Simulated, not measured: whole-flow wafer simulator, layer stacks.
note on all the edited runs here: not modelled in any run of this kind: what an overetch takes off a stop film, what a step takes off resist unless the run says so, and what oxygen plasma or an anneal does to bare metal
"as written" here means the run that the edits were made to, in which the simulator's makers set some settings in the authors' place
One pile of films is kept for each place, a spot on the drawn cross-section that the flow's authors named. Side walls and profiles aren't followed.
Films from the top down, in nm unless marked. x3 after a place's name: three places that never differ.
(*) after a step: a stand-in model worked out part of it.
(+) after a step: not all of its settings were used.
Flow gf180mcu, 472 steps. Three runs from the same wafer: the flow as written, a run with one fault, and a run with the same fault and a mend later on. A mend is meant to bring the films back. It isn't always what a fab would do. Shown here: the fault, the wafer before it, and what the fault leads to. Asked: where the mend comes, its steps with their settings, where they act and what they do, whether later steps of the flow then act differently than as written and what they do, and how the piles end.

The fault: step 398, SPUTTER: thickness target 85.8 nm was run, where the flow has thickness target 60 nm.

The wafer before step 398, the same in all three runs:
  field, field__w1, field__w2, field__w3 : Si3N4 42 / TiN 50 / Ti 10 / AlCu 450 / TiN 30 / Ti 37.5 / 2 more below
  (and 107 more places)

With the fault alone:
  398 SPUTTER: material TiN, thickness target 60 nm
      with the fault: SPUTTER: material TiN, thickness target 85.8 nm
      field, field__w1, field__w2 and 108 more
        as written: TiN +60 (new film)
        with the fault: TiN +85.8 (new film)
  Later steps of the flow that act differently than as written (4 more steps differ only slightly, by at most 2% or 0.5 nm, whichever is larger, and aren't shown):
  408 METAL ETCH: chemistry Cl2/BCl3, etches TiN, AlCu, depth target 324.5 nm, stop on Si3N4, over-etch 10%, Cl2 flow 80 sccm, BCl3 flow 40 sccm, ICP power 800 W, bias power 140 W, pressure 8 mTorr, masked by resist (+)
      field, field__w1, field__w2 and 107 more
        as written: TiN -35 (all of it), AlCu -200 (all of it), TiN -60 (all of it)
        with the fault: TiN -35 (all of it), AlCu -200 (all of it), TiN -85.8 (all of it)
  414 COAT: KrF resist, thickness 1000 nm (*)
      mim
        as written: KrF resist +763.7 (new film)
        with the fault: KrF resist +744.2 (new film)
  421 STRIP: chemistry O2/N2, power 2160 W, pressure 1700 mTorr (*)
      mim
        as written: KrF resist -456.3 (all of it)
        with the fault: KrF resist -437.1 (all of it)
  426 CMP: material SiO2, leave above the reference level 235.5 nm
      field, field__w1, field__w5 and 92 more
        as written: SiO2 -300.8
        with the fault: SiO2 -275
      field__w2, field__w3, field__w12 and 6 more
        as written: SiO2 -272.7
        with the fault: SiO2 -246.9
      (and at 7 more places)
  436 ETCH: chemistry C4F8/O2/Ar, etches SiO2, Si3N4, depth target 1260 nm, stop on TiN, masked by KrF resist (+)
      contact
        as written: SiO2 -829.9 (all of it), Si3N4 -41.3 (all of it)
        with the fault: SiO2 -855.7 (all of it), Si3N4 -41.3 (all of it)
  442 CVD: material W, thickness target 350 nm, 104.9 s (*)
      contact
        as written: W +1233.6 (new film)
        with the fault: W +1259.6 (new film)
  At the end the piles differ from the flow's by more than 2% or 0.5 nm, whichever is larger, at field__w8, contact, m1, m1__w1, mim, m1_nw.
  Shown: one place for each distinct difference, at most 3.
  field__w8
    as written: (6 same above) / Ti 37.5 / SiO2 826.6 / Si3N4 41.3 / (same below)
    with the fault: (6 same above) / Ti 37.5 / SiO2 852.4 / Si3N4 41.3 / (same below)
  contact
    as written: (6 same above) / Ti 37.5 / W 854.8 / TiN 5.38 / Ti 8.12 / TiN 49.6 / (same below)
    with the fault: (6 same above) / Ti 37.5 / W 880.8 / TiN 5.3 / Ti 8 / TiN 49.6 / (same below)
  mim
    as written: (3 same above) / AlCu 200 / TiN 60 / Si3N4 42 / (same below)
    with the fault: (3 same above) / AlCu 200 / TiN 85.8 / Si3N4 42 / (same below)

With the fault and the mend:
  The mend comes after step 398.
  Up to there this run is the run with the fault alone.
  398a METAL ETCH: chemistry Cl2/BCl3, etches TiN, AlCu, Ti, depth target 25.8 nm, Cl2 flow 80 sccm, BCl3 flow 40 sccm, ICP power 800 W, bias power 140 W, pressure 8 mTorr (the flow's step 260 once more, with other settings)
      field, field__w1, field__w2 and 108 more
        TiN -25.8
  No later step of the flow acts differently than as written at any place that is followed.
  At the end the piles are the same as the flow's at every place that both follow.
